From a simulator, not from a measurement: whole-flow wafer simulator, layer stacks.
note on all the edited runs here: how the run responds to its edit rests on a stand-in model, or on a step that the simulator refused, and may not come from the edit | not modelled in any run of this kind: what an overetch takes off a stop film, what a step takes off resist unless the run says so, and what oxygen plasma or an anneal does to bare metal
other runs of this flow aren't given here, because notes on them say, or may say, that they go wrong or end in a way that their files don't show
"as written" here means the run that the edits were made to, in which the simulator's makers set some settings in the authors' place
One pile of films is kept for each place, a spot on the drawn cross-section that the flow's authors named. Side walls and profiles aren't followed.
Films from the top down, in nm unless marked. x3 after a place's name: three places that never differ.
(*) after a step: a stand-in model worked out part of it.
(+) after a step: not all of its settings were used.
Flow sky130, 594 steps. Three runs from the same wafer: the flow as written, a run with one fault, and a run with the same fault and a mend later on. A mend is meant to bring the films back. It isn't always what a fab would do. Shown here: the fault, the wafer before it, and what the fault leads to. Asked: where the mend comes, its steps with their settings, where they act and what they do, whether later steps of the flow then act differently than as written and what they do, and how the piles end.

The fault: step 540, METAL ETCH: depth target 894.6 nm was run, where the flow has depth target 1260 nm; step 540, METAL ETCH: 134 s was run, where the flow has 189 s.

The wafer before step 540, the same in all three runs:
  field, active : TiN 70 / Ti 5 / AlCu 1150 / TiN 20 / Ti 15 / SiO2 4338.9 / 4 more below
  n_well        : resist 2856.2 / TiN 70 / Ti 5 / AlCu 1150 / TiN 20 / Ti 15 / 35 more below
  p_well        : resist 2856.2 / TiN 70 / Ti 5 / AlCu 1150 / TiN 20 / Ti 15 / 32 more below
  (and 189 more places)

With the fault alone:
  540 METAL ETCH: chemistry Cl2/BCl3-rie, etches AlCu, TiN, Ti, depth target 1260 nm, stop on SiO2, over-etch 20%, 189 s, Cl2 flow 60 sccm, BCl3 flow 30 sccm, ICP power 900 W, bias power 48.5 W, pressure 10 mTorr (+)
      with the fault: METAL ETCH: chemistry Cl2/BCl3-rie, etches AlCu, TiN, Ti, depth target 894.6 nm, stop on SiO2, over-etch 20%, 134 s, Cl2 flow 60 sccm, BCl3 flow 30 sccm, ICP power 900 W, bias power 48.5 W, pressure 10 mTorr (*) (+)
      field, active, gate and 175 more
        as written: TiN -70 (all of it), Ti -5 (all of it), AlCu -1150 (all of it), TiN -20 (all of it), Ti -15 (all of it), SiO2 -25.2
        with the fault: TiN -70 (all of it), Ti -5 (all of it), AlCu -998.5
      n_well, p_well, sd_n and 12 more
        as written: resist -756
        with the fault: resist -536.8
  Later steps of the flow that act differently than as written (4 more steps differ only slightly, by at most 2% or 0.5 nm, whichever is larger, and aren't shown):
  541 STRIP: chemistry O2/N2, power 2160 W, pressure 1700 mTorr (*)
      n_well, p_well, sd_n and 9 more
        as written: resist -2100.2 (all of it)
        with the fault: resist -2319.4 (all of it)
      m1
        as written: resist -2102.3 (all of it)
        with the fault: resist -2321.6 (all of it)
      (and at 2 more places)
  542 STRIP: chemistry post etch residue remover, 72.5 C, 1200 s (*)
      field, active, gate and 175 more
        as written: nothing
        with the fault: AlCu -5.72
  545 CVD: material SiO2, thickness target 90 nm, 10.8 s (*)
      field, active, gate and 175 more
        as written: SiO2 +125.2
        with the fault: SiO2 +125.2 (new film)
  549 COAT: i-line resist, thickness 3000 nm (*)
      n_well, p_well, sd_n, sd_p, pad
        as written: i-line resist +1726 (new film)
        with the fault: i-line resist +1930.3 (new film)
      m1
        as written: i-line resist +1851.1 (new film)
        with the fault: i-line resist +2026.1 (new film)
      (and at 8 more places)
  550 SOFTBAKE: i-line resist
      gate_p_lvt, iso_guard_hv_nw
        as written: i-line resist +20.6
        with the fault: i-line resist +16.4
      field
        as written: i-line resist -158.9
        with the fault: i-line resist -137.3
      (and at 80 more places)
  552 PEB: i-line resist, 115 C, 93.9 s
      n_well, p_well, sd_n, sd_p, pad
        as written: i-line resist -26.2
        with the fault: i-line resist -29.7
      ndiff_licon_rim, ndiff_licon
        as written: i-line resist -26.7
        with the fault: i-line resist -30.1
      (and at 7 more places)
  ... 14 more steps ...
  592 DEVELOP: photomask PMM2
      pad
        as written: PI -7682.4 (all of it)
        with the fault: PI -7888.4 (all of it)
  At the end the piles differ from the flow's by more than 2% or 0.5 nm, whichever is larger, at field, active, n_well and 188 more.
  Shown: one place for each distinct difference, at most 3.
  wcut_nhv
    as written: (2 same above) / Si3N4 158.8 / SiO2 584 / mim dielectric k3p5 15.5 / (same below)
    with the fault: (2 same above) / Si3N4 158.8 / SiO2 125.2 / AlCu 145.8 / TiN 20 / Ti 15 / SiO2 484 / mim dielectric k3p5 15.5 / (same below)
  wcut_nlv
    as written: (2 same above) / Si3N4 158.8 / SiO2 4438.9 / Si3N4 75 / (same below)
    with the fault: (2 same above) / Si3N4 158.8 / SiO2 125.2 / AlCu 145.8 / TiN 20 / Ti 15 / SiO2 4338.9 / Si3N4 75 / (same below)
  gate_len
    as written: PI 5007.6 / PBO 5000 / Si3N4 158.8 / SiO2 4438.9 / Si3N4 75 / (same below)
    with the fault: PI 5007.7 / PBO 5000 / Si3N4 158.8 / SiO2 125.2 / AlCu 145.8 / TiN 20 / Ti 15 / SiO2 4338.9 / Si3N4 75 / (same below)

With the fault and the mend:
  The mend comes after step 542.
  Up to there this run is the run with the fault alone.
  542a DEHYDRATE: 200 C, 60 s (the flow's step 532 once more)
      changes no film at any place that is followed
  542b HMDS: 120 C, 60 s (the flow's step 533 once more)
      changes no film at any place that is followed
  542c COAT: resist, thickness 2930 nm (*) (the flow's step 534 once more)
      dice_street, vpp_sp, vpp_ln and 72 more
        resist +2930 (new film)
      active_p_hvt, gate_p_lvt_sd, active_p_lvt and 6 more
        resist +2932.9 (new film)
      active, spacer, vpp_guard, drift_pwde, hv_encl, gate_lvt_sd, active_lvt, spacer_lvt
        resist +2933.2 (new film)
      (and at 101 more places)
  542d SOFTBAKE: resist (the flow's step 535 once more)
      gate_p_hvt_sd, active_p_hvt, spacer_p_hvt
        resist -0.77
      iso_guard_nw, gate_p_g5v0_sd, field_nw_hv
        resist -0.8
      vpp_guard, rpm_encl_psd_hv
        resist +10
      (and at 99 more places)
  542e EXPOSE: photomask MM5, dose 309.9 mJ/cm2, NA 0.6, wavelength 365 nm (*) (the flow's step 536 once more)
      changes no film at any place that is followed
  542f PEB: resist, 70.3 s (the flow's step 537 once more)
      dice_street, vpp_sp, vpp_ln and 76 more
        resist -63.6
      field, active, spacer and 24 more
        resist -63.7
      sd_hvn, vpp_guard, varactor_hvt and 14 more
        resist -63.9
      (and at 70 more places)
  542g DEVELOP: resist, thickness 2930 nm, developer TMAH-0.26N, 60 s (the flow's step 538 once more)
      vpp_sp, vpp_ln, vpp_iso1 and 71 more
        resist -2866.4 (all of it)
      gate_p_hvt_sd, active_p_hvt, spacer_p_hvt and 6 more
        resist -2868.5 (all of it)
      mim_edge_plate_strap, mim_edge_plate, mim_edge_gap, mim_edge_gap_sheet
        resist -2867.7 (all of it)
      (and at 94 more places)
  542h DESCUM: chemistry O2, 40 C, 11 s, pressure 10 mTorr (*) (the flow's step 539 once more)
      n_well, p_well, sd_n and 12 more
        resist -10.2
  542i METAL ETCH: chemistry Cl2/BCl3-rie, etches AlCu, TiN, Ti, depth target 365.4 nm, stop on SiO2, over-etch 20%, 54.81 s, Cl2 flow 60 sccm, BCl3 flow 30 sccm, ICP power 900 W, bias power 48.5 W, pressure 10 mTorr (+) (the flow's step 540 once more, with other settings)
      field, active, gate and 175 more
        AlCu -145.8 (all of it), TiN -20 (all of it), Ti -15 (all of it), SiO2 -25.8
      n_well, p_well, sd_n and 12 more
        resist -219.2
  542j STRIP: chemistry O2/N2, power 2160 W, pressure 1700 mTorr (*) (the flow's step 541 once more)
      n_well, p_well, sd_n, sd_p, pad
        resist -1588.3 (all of it)
      ndiff_licon_rim, ndiff_licon
        resist -1604.3 (all of it)
      m1
        resist -1608.6 (all of it)
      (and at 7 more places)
  542k STRIP: chemistry post etch residue remover, 72.5 C, 1200 s (*) (the flow's step 542 once more)
      n_well, p_well, sd_n and 12 more
        TiN -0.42
  No later step of the flow acts differently than as written, at any place that is followed, by more than 2% or 0.5 nm, whichever is larger.
  At the end the piles differ from the flow's only slightly at the places that both follow, by at most 2% or 0.5 nm, whichever is larger.
